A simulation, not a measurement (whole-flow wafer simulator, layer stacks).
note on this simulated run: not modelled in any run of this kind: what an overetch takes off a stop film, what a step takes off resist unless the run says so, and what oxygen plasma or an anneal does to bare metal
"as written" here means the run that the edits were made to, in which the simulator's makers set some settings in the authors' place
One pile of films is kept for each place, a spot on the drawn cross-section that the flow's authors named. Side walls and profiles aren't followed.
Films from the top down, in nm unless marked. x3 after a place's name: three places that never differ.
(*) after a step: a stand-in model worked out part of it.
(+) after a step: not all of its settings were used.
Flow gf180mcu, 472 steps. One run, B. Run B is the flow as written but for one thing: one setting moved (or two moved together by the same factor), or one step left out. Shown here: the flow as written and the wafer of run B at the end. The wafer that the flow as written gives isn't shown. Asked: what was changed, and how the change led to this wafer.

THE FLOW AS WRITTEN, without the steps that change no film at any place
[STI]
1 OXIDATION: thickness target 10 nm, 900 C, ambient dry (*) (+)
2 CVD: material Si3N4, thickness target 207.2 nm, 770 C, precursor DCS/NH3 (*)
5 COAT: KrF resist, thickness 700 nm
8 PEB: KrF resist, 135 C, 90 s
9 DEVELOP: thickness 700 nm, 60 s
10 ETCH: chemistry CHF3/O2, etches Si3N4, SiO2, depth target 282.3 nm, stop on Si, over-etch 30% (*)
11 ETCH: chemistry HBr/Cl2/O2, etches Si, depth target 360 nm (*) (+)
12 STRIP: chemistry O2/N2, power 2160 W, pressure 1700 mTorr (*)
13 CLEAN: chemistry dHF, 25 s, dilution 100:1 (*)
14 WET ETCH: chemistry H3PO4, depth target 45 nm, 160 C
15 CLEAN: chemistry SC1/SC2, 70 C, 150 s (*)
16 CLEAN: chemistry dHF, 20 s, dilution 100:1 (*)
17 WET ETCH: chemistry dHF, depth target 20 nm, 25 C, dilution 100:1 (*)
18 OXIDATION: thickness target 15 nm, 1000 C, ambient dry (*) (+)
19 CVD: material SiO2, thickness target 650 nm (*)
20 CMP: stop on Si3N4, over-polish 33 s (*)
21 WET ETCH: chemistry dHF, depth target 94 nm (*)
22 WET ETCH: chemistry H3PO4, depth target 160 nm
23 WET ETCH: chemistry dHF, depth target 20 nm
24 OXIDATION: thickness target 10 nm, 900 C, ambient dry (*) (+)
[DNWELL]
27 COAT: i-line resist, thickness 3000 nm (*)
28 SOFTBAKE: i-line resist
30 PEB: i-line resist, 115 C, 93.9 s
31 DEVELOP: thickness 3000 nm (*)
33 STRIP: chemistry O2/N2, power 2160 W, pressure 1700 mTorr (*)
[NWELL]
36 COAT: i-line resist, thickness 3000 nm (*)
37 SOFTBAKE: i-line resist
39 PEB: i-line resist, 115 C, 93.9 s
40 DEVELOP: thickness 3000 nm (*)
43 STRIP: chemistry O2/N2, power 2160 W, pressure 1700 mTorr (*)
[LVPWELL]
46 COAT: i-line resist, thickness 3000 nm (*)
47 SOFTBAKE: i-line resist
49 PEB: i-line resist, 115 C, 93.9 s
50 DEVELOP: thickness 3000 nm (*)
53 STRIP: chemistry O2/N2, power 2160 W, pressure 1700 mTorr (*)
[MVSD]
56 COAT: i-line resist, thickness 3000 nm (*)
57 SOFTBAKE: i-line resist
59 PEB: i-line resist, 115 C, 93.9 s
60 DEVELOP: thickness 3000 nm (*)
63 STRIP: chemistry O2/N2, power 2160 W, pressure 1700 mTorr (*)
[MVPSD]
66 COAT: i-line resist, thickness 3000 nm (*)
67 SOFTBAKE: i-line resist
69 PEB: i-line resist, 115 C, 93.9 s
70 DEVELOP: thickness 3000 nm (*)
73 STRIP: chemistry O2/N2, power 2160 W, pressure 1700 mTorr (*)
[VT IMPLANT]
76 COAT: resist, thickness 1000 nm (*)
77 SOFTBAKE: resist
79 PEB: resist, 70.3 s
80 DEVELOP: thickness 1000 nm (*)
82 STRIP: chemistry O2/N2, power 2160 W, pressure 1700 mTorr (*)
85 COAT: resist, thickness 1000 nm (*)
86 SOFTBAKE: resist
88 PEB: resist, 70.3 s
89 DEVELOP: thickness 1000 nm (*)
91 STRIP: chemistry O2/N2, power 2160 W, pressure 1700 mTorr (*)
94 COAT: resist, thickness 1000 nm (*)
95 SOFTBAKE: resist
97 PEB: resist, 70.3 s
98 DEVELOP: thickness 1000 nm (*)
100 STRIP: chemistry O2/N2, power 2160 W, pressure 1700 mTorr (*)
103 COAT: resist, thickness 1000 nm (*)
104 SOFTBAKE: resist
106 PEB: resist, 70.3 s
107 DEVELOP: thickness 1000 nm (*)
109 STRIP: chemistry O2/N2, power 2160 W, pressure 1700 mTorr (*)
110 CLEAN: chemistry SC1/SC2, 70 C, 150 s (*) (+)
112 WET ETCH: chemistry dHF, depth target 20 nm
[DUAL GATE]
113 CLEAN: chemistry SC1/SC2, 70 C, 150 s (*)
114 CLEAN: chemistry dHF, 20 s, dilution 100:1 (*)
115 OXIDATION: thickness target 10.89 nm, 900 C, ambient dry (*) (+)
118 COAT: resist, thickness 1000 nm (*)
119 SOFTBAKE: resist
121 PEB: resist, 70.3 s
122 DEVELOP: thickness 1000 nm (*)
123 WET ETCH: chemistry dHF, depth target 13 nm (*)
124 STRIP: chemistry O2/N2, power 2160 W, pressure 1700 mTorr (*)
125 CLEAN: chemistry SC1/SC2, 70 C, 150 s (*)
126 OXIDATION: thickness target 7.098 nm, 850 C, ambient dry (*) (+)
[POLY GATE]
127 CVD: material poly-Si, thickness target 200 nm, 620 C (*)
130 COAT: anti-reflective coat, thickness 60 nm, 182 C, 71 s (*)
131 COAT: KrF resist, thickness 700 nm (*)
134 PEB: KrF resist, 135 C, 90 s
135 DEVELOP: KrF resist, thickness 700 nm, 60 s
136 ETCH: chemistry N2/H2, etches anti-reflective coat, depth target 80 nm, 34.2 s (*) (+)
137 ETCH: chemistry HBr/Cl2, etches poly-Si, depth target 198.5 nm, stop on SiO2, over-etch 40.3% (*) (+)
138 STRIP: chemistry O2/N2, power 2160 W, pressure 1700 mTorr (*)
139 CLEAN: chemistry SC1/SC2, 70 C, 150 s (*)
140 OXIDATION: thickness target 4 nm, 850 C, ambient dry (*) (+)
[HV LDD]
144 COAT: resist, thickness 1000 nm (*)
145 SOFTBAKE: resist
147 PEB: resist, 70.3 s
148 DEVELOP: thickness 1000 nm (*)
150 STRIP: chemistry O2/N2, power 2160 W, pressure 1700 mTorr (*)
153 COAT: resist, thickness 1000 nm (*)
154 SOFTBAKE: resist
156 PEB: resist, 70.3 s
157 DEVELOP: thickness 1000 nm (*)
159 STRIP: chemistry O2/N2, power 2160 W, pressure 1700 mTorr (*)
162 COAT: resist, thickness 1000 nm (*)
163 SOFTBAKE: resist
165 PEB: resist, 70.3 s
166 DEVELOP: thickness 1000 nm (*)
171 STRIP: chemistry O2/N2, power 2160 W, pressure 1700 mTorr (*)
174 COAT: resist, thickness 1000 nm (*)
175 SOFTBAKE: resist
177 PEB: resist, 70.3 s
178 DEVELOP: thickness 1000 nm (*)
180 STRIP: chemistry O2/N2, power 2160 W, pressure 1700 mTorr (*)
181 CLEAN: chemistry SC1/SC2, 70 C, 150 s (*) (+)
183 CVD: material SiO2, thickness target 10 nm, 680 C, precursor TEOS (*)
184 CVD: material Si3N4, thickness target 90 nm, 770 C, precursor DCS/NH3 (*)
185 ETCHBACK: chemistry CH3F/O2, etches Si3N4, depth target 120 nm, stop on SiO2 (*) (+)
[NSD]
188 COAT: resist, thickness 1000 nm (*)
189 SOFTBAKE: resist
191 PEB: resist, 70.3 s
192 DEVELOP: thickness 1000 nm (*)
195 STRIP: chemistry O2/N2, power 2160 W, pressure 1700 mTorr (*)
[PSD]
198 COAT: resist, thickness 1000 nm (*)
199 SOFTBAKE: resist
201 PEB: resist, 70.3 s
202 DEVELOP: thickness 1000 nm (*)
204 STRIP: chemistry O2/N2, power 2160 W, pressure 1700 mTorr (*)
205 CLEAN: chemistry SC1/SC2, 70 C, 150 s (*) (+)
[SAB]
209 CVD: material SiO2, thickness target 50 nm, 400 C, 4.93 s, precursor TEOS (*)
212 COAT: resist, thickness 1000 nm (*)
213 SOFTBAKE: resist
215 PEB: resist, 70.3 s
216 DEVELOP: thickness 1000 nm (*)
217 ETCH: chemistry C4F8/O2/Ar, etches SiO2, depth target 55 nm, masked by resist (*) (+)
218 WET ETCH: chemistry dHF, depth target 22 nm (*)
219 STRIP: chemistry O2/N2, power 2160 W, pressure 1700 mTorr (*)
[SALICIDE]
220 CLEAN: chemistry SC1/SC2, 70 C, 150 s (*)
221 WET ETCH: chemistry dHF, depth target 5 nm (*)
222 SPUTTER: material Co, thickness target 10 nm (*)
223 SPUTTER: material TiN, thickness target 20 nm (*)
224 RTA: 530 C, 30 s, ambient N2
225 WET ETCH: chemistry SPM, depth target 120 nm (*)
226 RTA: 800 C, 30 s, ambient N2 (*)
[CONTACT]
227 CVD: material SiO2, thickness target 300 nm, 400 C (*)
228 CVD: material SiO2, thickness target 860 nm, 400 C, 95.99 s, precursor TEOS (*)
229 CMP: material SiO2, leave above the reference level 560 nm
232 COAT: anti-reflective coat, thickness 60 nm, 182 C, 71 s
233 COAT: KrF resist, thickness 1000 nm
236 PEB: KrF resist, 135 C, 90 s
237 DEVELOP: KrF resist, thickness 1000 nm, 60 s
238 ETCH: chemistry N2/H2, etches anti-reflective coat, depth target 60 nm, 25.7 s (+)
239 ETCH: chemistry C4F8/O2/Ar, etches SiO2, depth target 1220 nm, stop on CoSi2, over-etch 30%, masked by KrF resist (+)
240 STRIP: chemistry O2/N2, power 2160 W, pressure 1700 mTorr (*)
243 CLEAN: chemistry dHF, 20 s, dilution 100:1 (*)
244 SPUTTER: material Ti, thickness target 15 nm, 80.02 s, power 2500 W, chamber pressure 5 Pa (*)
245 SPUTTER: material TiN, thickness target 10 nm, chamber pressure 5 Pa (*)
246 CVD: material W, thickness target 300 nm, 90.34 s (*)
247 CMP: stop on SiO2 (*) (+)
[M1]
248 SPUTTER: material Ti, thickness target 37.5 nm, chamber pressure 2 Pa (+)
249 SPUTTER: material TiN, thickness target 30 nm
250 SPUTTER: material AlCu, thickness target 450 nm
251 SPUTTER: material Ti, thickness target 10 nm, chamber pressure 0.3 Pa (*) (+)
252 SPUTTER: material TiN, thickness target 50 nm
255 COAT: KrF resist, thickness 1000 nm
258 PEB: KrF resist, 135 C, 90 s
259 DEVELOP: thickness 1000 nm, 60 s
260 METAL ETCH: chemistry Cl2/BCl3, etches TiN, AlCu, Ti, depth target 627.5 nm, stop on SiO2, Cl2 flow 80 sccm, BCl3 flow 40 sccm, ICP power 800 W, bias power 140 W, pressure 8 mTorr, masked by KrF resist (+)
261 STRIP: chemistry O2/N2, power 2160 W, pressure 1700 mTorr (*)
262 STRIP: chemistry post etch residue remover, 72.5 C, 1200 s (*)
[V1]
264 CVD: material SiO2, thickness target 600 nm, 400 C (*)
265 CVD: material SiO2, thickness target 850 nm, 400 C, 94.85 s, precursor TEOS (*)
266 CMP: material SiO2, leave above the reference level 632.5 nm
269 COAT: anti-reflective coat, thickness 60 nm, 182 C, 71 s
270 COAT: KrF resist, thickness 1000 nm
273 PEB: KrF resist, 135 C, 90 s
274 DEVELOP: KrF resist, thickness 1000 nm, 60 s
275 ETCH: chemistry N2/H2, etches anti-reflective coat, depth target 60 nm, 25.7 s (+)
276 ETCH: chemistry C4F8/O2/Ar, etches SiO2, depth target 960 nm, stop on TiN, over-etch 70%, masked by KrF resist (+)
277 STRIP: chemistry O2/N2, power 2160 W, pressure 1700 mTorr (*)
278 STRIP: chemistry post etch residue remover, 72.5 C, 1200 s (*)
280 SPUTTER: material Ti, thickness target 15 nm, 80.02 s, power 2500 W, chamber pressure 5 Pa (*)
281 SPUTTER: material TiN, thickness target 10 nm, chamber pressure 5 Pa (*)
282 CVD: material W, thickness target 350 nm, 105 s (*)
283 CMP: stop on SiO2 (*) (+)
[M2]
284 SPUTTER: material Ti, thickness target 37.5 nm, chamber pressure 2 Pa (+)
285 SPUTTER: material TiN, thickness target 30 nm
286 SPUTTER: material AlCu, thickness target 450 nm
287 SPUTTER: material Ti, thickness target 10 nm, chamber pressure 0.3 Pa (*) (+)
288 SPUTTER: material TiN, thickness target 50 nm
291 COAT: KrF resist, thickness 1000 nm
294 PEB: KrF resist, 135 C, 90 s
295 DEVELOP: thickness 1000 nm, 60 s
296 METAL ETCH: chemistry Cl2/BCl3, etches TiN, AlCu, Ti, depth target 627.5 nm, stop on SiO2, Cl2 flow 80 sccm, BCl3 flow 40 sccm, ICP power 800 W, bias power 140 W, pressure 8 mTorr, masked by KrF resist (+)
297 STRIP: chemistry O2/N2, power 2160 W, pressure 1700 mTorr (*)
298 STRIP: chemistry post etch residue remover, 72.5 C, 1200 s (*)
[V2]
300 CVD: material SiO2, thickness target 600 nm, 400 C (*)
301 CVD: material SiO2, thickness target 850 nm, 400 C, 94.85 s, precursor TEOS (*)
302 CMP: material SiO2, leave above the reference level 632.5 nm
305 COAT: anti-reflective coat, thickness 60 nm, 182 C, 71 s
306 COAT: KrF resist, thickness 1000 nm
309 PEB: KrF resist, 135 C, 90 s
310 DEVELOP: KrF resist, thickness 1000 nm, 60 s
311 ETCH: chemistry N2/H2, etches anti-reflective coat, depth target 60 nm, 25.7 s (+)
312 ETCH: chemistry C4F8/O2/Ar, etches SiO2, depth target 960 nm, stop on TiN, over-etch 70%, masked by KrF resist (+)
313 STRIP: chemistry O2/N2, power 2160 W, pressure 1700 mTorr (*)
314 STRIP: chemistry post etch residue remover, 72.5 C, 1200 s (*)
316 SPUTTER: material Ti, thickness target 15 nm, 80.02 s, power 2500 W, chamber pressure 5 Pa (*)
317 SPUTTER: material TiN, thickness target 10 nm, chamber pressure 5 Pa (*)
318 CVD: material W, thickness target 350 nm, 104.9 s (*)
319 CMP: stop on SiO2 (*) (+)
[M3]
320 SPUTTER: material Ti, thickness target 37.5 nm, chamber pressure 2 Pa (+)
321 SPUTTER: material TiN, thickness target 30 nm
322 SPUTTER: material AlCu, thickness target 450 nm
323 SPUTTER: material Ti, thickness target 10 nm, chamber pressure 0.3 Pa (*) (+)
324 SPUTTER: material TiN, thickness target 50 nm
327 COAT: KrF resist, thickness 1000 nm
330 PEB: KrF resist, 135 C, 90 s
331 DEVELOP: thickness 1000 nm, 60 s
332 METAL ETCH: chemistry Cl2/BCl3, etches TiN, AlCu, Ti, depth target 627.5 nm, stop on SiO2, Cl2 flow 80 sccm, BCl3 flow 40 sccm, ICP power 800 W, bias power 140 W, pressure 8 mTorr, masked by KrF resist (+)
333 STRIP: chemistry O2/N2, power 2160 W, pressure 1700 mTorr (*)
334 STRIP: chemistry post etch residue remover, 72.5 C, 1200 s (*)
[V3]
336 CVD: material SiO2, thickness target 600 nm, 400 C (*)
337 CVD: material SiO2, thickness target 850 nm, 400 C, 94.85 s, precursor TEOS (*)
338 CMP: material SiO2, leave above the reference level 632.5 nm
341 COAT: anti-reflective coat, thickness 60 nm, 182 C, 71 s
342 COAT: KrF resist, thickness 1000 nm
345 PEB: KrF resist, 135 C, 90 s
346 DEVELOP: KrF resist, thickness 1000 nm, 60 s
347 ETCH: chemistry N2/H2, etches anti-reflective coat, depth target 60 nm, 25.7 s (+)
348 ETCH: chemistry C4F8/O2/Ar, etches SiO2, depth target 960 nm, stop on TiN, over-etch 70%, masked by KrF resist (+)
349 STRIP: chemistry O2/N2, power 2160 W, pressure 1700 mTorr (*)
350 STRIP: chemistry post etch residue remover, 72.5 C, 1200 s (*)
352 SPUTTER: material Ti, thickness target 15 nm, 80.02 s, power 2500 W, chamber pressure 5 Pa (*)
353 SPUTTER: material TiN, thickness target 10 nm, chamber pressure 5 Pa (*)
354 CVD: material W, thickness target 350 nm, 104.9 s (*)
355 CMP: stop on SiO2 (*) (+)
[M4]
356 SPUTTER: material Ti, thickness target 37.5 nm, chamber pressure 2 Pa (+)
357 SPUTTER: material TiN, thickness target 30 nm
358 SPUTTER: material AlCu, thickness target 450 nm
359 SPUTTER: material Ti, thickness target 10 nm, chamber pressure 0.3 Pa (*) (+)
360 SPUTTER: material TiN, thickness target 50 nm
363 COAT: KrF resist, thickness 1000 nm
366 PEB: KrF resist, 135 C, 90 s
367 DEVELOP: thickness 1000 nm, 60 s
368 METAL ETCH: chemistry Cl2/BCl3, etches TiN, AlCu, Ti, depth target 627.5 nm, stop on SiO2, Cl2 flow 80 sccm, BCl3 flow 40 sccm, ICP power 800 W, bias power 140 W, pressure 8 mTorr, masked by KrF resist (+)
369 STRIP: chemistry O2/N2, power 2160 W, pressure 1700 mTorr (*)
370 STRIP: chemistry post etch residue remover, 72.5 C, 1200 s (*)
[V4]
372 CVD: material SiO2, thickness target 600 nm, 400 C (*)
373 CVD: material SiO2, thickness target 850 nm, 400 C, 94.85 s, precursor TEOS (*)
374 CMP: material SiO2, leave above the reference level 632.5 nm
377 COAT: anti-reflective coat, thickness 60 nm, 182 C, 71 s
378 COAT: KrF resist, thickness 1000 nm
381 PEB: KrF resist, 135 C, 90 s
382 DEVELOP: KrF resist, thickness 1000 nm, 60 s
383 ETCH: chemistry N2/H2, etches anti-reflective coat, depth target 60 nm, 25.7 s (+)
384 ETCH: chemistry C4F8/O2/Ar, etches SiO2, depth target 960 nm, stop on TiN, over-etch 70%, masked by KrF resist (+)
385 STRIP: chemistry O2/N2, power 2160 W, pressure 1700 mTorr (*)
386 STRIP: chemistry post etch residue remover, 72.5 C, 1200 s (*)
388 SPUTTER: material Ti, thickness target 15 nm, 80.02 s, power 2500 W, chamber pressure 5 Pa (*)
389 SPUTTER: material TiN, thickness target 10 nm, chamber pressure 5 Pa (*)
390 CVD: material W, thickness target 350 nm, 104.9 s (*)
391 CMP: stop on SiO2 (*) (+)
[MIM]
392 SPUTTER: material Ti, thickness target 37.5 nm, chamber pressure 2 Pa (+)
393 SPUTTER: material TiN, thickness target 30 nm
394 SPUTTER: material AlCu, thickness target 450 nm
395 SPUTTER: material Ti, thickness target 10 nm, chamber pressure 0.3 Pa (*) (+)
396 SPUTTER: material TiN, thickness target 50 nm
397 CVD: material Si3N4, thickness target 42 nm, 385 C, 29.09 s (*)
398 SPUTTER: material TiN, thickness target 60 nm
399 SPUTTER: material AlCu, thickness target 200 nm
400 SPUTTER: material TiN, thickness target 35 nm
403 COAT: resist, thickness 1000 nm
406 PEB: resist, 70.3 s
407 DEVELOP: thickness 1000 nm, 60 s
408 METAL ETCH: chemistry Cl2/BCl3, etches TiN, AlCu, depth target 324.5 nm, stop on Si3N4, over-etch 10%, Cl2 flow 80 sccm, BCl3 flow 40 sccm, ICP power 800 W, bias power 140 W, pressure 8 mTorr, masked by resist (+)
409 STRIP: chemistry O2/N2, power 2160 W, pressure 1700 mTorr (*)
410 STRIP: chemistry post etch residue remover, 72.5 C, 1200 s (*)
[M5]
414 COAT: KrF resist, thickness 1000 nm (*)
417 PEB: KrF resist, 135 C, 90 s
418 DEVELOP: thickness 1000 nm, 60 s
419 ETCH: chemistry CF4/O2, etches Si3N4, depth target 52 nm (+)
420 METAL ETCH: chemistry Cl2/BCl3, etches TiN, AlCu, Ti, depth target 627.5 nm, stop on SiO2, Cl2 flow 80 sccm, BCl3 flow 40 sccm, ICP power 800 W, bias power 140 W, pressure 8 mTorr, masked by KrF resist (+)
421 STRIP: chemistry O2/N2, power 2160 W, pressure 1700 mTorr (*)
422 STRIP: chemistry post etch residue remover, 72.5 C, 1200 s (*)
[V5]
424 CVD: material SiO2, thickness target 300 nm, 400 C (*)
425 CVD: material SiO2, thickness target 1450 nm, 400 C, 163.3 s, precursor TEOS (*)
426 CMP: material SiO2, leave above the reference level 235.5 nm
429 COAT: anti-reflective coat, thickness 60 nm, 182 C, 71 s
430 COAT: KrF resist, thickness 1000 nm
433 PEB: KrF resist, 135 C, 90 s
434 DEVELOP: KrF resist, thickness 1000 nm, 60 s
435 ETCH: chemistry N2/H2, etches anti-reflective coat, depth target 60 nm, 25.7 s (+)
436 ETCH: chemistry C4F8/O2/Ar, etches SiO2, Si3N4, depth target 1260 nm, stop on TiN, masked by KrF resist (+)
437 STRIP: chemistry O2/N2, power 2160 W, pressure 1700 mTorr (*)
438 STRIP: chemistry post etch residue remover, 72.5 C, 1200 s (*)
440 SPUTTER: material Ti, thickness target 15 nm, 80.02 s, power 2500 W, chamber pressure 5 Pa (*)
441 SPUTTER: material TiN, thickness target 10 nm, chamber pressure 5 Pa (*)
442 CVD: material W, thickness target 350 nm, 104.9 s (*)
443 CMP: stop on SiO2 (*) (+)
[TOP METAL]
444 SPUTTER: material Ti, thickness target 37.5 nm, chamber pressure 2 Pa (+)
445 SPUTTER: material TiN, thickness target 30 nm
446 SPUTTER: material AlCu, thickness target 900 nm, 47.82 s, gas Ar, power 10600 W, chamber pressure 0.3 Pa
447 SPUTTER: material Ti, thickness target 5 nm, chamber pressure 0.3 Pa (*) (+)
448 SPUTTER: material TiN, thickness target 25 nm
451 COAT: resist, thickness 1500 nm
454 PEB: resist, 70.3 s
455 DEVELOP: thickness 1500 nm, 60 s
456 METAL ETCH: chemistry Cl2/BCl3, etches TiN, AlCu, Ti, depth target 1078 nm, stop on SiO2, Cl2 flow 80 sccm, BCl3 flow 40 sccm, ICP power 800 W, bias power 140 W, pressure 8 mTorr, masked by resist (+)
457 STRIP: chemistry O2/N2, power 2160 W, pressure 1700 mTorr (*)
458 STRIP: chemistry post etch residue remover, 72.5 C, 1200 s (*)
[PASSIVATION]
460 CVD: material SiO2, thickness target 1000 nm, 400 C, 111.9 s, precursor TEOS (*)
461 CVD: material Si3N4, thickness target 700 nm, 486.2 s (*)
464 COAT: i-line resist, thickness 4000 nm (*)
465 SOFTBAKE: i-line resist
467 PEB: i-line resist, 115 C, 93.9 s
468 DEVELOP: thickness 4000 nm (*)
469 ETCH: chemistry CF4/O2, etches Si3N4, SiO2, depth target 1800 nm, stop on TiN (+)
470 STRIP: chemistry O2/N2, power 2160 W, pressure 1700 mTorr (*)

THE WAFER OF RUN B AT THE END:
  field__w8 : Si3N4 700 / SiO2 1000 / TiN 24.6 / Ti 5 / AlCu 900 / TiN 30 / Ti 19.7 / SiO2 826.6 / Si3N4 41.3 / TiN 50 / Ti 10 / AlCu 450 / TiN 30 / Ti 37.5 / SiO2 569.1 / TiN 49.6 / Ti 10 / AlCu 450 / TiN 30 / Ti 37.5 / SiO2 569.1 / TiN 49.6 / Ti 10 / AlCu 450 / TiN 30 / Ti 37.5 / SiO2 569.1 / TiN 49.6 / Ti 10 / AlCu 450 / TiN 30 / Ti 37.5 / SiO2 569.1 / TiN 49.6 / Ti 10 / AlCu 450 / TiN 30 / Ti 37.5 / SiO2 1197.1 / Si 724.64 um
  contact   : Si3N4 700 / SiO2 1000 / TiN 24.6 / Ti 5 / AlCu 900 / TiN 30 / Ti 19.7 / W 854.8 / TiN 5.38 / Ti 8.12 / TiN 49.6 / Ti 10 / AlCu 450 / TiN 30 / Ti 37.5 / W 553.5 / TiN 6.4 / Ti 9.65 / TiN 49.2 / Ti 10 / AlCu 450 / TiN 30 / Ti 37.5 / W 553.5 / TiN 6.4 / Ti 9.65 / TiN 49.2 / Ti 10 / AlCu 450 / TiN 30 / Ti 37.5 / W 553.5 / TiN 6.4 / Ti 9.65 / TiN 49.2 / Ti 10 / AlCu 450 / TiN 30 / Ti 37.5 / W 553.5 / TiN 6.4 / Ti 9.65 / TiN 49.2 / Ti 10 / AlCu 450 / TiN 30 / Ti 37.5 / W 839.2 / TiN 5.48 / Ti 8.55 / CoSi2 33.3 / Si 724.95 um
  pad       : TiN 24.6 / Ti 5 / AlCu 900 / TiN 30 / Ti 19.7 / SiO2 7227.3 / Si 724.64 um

The cause: step 444, SPUTTER: thickness target 19.7 nm was run, where the flow has thickness target 37.5 nm.
It can be read off the wafer: field__w8 has Ti 19.7, and step 444 as written asks for 37.5 nm.

How the change led to this, step by step:
  444 SPUTTER: material Ti, thickness target 37.5 nm, chamber pressure 2 Pa (+)
      field, field__w1, field__w2 and 109 more: Ti +19.7 (new film) (as written it would be: Ti +37.5 (new film))
  456 METAL ETCH: chemistry Cl2/BCl3, etches TiN, AlCu, Ti, depth target 1078 nm, stop on SiO2, Cl2 flow 80 sccm, BCl3 flow 40 sccm, ICP power 800 W, bias power 140 W, pressure 8 mTorr, masked by resist (+)
      field, field__w1, field__w2 and 103 more: TiN -25 (all of it), Ti -5 (all of it), AlCu -900 (all of it), TiN -30 (all of it), Ti -19.7 (all of it) (as written it would be: TiN -25 (all of it), Ti -5 (all of it), AlCu -900 (all of it), TiN -30 (all of it), Ti -37.5 (all of it))
  465 SOFTBAKE: i-line resist
      field__w2, field_sub__w4: i-line resist +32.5 (as written it would be: i-line resist +33.4)
      field__w11, field__w13: i-line resist +36.6 (as written it would be: i-line resist +37.6)
      (and at 59 more places)
